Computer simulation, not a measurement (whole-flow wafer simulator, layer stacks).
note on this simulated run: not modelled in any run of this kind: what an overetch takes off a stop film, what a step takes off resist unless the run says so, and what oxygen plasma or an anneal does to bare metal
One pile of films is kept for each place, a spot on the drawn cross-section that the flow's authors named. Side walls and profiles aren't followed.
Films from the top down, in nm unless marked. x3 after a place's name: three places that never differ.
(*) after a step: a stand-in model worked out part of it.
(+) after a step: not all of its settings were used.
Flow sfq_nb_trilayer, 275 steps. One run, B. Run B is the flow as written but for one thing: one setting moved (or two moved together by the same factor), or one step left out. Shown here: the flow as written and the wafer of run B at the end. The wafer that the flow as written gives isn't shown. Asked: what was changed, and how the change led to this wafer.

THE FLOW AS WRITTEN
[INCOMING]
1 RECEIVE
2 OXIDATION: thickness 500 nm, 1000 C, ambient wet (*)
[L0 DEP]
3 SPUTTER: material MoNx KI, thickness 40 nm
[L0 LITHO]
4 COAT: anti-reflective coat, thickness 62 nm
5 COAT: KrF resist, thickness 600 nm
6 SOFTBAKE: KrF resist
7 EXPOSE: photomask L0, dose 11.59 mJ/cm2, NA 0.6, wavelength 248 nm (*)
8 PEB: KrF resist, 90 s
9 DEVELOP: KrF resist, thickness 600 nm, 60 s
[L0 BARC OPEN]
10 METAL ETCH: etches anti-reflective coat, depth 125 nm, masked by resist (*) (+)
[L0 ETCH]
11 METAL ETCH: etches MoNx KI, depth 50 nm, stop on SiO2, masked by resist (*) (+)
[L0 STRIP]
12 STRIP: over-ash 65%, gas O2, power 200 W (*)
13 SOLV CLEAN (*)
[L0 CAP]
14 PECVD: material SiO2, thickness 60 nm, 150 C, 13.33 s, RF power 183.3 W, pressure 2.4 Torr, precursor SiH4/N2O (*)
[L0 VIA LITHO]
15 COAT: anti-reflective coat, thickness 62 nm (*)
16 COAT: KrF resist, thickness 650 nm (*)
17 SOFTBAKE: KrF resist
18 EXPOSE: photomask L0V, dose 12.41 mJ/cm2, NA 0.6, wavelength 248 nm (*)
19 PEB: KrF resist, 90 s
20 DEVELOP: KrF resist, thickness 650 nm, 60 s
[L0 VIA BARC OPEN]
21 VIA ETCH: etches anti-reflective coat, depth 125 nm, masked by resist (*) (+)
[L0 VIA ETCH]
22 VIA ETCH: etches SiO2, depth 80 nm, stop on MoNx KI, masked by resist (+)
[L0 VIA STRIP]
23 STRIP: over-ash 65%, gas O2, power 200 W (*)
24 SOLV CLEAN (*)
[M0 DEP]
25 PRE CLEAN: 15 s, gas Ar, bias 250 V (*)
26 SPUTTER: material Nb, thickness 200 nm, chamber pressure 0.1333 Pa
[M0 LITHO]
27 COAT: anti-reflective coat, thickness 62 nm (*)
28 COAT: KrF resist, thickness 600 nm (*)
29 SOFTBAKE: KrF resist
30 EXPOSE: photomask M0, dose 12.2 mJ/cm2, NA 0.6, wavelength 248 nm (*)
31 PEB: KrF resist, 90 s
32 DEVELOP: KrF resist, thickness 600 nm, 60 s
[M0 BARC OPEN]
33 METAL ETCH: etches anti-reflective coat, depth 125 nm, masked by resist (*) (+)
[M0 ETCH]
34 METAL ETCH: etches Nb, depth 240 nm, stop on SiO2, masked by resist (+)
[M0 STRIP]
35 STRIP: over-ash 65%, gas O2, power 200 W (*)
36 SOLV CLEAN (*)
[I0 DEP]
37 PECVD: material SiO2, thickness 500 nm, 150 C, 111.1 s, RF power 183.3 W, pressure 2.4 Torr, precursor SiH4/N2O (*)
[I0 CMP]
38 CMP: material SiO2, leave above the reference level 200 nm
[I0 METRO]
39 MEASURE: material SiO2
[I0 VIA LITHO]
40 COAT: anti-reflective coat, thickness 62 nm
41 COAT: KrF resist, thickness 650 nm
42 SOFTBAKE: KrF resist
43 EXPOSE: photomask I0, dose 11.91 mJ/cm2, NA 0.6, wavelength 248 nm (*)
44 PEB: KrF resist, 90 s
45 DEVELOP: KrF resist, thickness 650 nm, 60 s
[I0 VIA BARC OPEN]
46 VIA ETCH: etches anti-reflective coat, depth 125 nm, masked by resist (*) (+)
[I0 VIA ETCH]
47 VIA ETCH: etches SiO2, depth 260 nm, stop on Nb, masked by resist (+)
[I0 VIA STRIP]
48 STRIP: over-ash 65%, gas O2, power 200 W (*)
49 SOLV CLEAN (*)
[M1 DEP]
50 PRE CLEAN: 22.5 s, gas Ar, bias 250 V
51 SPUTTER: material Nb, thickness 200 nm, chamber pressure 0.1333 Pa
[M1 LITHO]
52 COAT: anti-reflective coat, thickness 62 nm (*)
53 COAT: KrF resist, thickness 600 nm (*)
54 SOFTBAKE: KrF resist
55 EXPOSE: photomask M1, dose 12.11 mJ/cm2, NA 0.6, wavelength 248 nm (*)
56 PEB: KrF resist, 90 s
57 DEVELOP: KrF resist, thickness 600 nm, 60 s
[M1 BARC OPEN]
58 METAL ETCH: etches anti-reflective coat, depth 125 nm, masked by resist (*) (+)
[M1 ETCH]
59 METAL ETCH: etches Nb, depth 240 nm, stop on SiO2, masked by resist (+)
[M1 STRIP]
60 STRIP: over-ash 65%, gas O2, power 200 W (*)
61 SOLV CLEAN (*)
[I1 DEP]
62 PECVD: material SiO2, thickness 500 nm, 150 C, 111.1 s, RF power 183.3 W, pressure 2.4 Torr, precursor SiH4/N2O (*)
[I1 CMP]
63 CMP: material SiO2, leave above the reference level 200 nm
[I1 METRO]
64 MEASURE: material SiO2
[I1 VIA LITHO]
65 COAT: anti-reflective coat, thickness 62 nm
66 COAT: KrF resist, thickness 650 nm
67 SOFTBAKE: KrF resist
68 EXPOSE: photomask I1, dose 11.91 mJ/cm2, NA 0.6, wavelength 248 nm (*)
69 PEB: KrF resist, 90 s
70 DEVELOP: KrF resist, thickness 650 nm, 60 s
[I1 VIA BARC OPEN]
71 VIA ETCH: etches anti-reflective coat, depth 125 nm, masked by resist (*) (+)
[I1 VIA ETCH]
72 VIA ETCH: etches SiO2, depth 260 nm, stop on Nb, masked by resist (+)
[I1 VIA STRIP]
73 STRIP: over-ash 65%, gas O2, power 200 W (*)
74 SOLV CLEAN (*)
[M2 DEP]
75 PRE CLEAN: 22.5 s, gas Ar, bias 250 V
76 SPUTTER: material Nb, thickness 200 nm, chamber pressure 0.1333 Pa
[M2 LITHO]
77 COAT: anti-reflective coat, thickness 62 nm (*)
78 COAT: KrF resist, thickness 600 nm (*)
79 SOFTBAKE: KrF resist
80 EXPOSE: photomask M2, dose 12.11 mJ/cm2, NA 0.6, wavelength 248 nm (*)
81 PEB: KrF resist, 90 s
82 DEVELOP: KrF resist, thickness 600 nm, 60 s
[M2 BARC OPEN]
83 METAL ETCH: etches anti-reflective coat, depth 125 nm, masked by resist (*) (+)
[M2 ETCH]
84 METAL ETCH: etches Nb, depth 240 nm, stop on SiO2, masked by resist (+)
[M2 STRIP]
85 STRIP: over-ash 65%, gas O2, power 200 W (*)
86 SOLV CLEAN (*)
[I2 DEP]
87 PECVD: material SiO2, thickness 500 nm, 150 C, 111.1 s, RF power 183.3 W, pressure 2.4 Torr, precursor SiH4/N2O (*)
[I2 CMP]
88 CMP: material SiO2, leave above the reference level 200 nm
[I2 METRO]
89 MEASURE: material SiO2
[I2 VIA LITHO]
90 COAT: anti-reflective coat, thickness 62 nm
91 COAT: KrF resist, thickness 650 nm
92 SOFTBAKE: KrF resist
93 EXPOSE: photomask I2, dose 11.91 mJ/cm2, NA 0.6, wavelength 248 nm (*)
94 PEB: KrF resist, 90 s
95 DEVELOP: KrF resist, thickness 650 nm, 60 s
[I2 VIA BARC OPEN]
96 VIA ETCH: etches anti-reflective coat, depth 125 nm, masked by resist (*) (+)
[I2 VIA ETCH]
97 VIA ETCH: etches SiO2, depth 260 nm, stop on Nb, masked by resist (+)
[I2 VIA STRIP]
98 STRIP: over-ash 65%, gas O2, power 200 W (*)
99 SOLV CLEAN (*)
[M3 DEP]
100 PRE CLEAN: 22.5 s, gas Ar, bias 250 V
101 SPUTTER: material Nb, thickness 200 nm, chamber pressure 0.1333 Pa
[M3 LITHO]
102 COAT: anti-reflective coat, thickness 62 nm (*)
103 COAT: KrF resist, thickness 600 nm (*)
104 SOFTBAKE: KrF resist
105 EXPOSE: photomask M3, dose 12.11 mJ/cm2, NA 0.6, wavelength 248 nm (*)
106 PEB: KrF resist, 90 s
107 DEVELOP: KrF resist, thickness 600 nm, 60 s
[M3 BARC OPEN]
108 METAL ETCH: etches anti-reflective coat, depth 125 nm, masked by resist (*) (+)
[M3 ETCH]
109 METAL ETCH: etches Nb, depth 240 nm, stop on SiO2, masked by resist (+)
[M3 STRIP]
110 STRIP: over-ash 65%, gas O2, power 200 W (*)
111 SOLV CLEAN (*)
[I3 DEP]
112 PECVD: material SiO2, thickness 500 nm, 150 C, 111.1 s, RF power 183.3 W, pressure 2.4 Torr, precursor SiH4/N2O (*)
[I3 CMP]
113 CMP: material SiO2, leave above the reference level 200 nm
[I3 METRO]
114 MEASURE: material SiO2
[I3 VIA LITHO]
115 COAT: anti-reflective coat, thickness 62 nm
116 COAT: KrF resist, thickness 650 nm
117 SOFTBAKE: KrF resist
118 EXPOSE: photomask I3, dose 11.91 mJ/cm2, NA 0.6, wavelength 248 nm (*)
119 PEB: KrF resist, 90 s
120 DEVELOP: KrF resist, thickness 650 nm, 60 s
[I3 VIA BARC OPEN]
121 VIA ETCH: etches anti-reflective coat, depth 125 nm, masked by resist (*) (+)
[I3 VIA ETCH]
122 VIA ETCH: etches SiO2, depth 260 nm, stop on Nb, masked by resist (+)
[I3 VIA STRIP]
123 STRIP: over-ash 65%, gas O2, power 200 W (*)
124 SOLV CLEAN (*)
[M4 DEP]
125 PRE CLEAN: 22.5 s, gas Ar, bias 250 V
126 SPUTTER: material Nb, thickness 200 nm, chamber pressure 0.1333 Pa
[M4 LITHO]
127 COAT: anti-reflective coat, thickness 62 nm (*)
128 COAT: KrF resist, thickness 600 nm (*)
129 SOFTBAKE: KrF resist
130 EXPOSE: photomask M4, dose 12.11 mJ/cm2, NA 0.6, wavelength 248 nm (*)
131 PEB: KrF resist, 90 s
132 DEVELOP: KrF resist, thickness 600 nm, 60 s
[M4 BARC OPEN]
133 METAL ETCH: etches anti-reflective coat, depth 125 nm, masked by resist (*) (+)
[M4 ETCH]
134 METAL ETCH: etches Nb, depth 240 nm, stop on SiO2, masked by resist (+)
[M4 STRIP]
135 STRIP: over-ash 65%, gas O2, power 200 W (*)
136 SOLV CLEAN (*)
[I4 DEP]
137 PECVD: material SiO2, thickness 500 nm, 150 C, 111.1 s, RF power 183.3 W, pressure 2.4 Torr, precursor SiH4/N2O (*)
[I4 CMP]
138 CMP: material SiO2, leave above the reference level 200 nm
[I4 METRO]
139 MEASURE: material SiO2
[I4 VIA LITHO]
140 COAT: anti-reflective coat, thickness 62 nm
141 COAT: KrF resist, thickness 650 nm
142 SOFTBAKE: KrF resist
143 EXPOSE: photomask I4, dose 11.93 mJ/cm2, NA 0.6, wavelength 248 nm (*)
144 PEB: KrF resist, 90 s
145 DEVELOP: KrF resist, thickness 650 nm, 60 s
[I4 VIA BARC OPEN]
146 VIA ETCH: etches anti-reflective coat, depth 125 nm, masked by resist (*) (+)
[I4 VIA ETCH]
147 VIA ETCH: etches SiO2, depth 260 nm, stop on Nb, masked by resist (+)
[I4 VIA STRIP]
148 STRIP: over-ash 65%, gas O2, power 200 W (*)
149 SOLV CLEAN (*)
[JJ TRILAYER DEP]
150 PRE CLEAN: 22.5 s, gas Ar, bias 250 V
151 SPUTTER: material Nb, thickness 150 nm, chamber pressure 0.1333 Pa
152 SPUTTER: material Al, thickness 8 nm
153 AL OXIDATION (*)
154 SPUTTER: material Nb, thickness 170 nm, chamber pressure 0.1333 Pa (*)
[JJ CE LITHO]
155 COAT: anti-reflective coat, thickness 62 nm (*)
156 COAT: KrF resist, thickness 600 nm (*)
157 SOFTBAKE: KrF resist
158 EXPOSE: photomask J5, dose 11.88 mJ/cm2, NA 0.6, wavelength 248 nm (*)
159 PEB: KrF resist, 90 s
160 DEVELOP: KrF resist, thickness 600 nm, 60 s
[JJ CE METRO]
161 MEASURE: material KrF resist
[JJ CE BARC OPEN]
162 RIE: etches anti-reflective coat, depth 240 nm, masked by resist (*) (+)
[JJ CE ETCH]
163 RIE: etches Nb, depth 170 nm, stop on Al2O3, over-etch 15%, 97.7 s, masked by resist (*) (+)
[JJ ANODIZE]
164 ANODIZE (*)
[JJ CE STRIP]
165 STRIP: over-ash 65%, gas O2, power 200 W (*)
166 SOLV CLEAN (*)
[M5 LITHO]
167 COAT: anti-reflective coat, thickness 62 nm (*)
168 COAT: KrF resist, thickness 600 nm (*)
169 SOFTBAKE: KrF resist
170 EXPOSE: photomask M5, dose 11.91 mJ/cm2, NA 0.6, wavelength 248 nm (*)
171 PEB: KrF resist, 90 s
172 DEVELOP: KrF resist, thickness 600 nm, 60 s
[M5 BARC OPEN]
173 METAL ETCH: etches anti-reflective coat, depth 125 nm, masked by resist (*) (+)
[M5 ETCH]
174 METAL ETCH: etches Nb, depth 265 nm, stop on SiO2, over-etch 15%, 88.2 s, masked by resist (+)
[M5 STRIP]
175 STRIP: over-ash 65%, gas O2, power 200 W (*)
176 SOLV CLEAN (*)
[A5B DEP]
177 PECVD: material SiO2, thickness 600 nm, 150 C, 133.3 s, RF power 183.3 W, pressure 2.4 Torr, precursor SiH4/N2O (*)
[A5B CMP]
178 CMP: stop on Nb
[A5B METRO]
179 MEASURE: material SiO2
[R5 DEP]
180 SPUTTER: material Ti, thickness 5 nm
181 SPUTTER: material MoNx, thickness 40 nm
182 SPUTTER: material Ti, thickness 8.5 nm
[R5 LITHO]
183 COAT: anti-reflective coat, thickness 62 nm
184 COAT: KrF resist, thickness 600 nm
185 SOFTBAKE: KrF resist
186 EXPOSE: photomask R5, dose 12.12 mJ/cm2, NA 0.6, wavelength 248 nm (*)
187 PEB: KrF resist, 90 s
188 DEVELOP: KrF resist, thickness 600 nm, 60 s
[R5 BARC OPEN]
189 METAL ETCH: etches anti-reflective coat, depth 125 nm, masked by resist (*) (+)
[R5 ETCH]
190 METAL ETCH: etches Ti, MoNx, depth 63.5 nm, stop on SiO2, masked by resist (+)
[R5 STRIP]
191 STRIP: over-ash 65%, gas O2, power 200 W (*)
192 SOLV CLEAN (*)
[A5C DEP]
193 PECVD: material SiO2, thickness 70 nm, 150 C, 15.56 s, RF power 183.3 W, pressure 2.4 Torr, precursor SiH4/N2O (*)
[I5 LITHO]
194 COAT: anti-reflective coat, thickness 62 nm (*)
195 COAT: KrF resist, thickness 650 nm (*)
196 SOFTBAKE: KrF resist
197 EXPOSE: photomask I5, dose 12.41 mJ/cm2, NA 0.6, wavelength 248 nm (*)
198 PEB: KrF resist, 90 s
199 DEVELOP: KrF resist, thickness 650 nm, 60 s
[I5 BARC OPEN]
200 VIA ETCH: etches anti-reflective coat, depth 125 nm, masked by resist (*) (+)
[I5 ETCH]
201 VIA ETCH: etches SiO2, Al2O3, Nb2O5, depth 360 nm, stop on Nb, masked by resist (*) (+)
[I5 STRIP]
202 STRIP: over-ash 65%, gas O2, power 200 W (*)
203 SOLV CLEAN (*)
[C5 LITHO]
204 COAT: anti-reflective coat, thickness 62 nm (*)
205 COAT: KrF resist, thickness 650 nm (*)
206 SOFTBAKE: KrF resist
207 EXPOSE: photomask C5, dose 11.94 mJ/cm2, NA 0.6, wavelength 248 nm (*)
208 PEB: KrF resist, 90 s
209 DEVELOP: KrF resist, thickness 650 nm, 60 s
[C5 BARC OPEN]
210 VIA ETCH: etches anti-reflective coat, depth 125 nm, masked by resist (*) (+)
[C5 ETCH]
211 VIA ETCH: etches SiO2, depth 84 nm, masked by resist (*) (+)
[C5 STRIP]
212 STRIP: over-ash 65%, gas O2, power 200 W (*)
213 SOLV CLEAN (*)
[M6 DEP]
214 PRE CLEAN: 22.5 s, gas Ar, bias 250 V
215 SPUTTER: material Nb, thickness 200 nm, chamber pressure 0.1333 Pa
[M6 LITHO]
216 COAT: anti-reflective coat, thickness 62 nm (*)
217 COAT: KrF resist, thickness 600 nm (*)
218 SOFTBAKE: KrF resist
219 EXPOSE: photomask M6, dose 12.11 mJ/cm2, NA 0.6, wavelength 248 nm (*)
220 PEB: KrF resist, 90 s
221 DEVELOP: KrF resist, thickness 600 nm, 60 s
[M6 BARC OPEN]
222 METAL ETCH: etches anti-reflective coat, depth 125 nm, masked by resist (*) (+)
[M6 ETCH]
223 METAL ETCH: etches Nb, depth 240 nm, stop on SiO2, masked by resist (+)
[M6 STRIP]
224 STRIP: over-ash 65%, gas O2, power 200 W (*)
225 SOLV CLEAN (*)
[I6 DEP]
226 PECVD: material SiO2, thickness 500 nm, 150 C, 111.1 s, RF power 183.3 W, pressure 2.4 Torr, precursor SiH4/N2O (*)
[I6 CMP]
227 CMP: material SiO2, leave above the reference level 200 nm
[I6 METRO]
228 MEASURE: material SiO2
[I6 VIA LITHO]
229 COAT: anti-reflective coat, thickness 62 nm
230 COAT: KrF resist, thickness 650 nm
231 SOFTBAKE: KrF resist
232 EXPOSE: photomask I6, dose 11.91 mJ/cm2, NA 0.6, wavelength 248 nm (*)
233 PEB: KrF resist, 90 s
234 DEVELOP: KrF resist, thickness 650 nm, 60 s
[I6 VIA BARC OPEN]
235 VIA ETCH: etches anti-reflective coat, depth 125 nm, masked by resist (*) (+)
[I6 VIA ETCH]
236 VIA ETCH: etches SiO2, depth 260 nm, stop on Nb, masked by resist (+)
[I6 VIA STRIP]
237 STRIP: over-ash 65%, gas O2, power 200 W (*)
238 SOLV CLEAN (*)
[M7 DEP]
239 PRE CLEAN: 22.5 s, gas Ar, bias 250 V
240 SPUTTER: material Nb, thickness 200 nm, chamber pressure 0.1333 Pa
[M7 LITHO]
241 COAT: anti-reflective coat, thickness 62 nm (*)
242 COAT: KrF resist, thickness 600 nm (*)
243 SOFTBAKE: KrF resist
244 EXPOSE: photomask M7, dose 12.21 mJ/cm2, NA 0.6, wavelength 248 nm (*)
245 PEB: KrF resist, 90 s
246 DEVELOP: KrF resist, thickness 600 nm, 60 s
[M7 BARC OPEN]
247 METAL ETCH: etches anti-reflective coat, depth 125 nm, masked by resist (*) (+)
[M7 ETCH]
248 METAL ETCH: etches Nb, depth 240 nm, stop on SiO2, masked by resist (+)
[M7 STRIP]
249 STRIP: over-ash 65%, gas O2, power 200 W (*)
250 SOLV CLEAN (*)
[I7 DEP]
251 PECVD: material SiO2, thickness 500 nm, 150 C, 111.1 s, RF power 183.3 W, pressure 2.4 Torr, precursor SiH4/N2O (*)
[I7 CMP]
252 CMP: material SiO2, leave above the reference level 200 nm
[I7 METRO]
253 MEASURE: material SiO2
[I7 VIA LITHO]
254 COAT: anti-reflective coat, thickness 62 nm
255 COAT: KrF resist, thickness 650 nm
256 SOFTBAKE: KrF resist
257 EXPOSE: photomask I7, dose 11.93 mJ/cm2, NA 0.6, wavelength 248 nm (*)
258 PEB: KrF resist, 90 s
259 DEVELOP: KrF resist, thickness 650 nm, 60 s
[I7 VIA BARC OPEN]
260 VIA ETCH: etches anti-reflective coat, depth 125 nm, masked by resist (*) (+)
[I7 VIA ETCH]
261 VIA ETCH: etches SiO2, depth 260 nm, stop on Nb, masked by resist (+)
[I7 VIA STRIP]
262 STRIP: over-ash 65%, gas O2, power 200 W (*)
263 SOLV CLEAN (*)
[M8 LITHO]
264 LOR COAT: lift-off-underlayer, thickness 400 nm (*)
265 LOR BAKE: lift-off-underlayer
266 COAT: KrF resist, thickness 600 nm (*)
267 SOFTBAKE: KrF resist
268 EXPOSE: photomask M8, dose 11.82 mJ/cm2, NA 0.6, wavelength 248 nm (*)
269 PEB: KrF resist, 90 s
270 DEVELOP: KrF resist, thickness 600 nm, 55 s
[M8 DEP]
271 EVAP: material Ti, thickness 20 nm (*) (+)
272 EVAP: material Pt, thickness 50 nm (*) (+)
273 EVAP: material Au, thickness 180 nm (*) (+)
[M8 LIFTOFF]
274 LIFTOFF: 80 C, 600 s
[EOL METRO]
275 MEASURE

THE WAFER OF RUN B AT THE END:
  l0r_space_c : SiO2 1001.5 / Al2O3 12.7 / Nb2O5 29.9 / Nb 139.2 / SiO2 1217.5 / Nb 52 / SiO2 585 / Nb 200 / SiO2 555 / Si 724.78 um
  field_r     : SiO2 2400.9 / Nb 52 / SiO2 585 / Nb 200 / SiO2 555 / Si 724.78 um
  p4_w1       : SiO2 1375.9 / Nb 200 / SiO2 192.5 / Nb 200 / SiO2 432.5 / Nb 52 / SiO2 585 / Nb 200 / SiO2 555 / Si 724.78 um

The cause: step 76, SPUTTER: thickness 292 nm was run, where the flow has thickness 200 nm.

How the change led to this, step by step:
  76 SPUTTER: material Nb, thickness 200 nm, chamber pressure 0.1333 Pa
      field_l, v_sur, via_wl and 102 more: Nb +292 (new film) (as written it would be: Nb +200 (new film))
      via_v: Nb +256.2 (as written it would be: Nb +174.5)
  84 METAL ETCH: etches Nb, depth 240 nm, stop on SiO2, masked by resist (+)
      field_l, be, be_sur and 81 more: Nb -240 (as written it would be: Nb -200 (all of it))
  87 PECVD: material SiO2, thickness 500 nm, 150 C, 111.1 s, RF power 183.3 W, pressure 2.4 Torr, precursor SiH4/N2O (*)
      field_l, be, be_sur and 81 more: SiO2 +500 (new film) (as written it would be: SiO2 +500)
      via_v: SiO2 +591.8 (new film) (as written it would be: SiO2 +606 (new film))
  88 CMP: material SiO2, leave above the reference level 200 nm
      field_l, be, be_sur and 81 more: SiO2 -60 (as written it would be: SiO2 -100)
      via_v: SiO2 -157.1 (as written it would be: SiO2 -181.6)
Counting metal films that touch as one body, l0r_space_c has 3 bodies (between them, from the top down: SiO2 1217.5; SiO2 585); the flow as written gives 2 bodies (between them, from the top down: SiO2 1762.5).
Counting metal films that touch as one body, field_r has 2 bodies (between them, from the top down: SiO2 585); the flow as written gives 1 body.
Counting metal films that touch as one body, p4_w1 has 4 bodies (between them, from the top down: SiO2 192.5; SiO2 432.5; SiO2 585); the flow as written gives 3 bodies (between them, from the top down: SiO2 192.5; SiO2 977.5).
